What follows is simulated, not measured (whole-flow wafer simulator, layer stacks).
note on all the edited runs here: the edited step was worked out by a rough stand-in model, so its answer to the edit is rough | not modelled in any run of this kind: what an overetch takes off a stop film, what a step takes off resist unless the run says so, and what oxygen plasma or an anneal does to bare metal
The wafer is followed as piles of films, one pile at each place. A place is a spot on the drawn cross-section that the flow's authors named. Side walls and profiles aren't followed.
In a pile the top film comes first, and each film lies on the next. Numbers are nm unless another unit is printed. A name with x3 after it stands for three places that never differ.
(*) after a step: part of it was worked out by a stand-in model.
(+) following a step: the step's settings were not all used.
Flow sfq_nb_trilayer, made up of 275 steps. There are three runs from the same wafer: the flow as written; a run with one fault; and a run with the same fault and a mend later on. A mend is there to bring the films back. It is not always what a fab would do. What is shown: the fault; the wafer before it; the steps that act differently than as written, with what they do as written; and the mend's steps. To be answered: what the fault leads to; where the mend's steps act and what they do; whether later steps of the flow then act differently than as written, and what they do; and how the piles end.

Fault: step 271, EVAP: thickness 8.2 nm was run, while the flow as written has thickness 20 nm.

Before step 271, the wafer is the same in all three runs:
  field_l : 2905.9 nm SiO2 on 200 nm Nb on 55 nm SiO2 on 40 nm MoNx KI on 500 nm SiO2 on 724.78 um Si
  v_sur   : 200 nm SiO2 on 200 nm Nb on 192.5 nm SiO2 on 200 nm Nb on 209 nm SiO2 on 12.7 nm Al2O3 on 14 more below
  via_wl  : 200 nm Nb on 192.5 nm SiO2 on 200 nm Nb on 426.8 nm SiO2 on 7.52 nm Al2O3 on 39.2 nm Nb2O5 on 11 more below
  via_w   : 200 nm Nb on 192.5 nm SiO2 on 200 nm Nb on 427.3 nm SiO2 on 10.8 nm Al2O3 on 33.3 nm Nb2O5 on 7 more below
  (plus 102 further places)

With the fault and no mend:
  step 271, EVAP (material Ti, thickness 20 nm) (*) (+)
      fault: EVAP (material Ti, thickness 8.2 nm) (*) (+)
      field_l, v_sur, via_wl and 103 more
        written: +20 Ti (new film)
        fault: +8.2 Ti (new film)
  Later steps of the flow acting differently than as written:
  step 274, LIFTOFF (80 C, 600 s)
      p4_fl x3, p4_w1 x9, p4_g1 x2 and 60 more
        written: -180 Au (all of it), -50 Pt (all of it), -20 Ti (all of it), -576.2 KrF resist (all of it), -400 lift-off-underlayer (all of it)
        fault: -180 Au (all of it), -50 Pt (all of it), -8.2 Ti (all of it), -576.2 KrF resist (all of it), -400 lift-off-underlayer (all of it)
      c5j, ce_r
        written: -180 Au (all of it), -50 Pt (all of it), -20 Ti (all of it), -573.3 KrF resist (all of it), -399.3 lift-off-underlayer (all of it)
        fault: -180 Au (all of it), -50 Pt (all of it), -8.2 Ti (all of it), -573.3 KrF resist (all of it), -399.3 lift-off-underlayer (all of it)
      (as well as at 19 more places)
  The piles end different from the flow's at field_l, v_sur, via_wl and 8 more by more than 2% or 0.5 nm, whichever is larger.
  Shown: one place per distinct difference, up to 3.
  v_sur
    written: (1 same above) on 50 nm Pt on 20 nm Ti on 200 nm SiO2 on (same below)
    fault: (1 same above) on 50 nm Pt on 8.2 nm Ti on 200 nm SiO2 on (same below)
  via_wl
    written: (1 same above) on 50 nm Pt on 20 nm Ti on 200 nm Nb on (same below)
    fault: (1 same above) on 50 nm Pt on 8.2 nm Ti on 200 nm Nb on (same below)
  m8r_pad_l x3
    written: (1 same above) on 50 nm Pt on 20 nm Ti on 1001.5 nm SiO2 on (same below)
    fault: (1 same above) on 50 nm Pt on 8.2 nm Ti on 1001.5 nm SiO2 on (same below)

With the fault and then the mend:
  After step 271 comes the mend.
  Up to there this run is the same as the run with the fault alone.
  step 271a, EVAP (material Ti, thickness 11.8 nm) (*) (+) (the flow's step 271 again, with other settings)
      field_l, v_sur, via_wl and 103 more
        +11.8 Ti
  None of the later steps of the flow acts differently than as written at any place that is followed.
  By the end, the piles equal the flow's at every place that both follow.
